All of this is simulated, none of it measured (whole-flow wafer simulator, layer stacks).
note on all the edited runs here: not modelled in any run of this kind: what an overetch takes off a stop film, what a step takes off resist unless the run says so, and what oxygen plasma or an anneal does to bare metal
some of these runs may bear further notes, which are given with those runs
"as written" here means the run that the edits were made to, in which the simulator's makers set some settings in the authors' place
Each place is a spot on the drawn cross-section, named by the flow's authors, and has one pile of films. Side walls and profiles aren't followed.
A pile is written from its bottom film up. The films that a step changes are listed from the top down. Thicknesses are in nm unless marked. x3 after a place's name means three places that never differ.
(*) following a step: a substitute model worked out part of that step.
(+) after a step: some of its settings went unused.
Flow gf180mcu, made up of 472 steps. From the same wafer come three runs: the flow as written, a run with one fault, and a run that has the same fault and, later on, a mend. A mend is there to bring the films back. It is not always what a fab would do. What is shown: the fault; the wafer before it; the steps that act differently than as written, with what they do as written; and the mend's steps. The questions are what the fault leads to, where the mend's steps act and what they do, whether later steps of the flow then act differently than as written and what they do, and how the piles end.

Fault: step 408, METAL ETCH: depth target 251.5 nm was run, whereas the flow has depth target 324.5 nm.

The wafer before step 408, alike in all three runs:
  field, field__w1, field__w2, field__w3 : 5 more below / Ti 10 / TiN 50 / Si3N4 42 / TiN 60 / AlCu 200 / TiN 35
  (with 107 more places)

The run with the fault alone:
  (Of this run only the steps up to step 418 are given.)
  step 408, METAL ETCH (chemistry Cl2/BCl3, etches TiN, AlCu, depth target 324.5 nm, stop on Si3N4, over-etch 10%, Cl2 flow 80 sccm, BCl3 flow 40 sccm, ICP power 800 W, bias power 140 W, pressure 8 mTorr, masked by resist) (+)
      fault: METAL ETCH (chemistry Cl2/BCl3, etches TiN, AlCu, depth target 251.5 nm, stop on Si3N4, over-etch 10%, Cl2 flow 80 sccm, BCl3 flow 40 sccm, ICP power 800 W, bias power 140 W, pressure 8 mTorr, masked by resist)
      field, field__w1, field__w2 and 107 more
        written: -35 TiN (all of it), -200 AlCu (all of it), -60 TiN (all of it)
        fault: -35 TiN (all of it), -200 AlCu (all of it), -16.5 TiN
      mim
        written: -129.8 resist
        fault: -100.6 resist
  Steps further on in the flow that do not act as written (2 other steps are not shown; they differ only slightly, by no more than 2% or 0.5 nm, whichever is larger):
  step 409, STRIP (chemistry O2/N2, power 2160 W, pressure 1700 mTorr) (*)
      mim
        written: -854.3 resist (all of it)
        fault: -883.5 resist (all of it)
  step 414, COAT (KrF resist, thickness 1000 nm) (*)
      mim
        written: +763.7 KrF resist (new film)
        fault: +797 KrF resist (new film)
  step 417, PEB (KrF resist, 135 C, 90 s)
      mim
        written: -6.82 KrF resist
        fault: -7.35 KrF resist
  After step 418, at field, field__w1, field__w2 and 109 more, the piles differ from the flow's by more than 2% or 0.5 nm, whichever is larger.
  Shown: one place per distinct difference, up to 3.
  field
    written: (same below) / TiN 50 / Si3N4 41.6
    fault: (same below) / TiN 50 / Si3N4 42 / TiN 43.1
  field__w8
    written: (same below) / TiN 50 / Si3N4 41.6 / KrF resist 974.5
    fault: (same below) / TiN 50 / Si3N4 42 / TiN 43.1 / KrF resist 974.5
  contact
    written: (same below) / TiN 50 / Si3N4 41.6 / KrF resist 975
    fault: (same below) / TiN 50 / Si3N4 42 / TiN 43.1 / KrF resist 974.9

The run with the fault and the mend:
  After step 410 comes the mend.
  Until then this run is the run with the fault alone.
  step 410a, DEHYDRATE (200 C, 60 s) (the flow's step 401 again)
      leaves every film unchanged at each place that is followed
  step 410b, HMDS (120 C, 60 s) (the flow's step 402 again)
      leaves every film unchanged at each place that is followed
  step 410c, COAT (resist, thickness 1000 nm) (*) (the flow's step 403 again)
      field__w8, m1__w1, iso_ptap_pw and 39 more
        +1000 resist (new film)
      field_sub__w1, n_well, sd_p, gate_p, m1, nw_enc_fld_lv, nw_enc_fld_lv__w3
        +1000.9 resist (new film)
      p_well, sti, spacer, sd_n, mim_1p0, pad, dice_street
        +1000.5 resist (new film)
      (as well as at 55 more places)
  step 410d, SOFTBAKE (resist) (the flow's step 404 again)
      npoly_u, ppoly_u
        +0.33 resist
      field__w2
        +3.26 resist
      field__w3
        +3.43 resist
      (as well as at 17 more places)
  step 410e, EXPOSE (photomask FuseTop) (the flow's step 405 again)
      leaves every film unchanged at each place that is followed
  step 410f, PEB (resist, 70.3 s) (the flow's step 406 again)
      field, field__w1, field__w5 and 95 more
        -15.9 resist
      field__w2, field__w3, field__w12, pplus_u, nw_enc_fld_lv__w1, nw_enc_fld_lv__w4
        -16 resist
      field__w11, field__w13, ppoly_u, npoly_sal
        -16.2 resist
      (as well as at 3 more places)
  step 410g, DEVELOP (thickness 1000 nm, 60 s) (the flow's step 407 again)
      field__w8, m1__w1, iso_ptap_pw and 39 more
        -984.1 resist (all of it)
      p_well, sti, spacer, sd_n, mim_1p0, pad, dice_street
        -984.7 resist (all of it)
      n_well, sd_p, gate_p, contact, m1, nw_enc_fld_lv__w3
        -985 resist (all of it)
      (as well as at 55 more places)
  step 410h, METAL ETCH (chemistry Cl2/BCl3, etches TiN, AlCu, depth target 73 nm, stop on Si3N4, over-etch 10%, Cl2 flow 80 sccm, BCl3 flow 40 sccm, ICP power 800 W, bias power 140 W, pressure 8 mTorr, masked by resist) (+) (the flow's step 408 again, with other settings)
      field, field__w1, field__w2 and 107 more
        -43.1 TiN (all of it)
      mim
        -19 resist
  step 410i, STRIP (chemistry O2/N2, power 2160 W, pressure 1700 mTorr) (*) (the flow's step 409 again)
      mim
        -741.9 resist (all of it)
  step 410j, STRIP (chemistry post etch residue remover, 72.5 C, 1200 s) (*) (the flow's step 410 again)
      field, field__w1, field__w2 and 107 more
        -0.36 Si3N4
      mim
        -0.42 TiN
  Later steps of the flow that are run all act as written at every place that is followed, up to a difference of at most 2% or 0.5 nm, whichever is larger.
  At the end the piles are close to the flow's at the places that both follow, differing by at most 2% or 0.5 nm, whichever is larger.
